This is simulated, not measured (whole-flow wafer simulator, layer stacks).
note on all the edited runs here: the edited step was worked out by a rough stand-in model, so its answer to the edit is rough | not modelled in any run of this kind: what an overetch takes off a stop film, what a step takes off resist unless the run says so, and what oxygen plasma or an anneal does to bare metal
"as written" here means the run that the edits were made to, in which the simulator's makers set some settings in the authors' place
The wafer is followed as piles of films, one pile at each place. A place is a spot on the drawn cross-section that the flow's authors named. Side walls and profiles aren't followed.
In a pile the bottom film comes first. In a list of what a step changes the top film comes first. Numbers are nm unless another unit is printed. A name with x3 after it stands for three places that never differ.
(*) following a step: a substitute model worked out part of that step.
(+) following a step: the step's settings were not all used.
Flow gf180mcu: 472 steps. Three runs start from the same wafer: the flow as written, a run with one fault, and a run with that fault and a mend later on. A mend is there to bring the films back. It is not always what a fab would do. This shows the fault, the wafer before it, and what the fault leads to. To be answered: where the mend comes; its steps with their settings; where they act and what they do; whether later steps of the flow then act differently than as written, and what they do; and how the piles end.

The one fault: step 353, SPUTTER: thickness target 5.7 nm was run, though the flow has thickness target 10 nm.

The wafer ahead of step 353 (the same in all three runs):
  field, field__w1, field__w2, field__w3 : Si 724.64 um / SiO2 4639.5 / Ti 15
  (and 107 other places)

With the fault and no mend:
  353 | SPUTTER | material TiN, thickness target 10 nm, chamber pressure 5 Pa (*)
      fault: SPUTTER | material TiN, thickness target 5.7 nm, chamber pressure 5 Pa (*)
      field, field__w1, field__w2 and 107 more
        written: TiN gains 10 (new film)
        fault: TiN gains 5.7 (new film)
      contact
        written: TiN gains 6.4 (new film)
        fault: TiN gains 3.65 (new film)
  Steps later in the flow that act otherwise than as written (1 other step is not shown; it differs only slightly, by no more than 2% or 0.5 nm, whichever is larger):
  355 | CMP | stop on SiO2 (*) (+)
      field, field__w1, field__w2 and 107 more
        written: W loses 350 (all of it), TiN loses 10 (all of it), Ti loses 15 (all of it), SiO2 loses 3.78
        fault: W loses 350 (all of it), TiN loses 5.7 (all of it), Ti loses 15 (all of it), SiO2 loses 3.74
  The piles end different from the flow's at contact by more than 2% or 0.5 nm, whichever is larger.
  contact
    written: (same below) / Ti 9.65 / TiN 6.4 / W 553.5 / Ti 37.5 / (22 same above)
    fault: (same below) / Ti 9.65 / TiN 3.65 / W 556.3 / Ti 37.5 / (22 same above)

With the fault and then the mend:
  The mend stands after step 353.
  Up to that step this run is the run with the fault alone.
  353a | SPUTTER | material TiN, thickness target 4.3 nm, chamber pressure 5 Pa (*) (a further turn of the flow's step 353, with different settings)
      field, field__w1, field__w2 and 107 more
        TiN gains 4.3
      contact
        TiN gains 2.75
  Later steps of the flow that are run all act as written at every place that is followed.
  At every place that both follow, the piles at the end match the flow's.
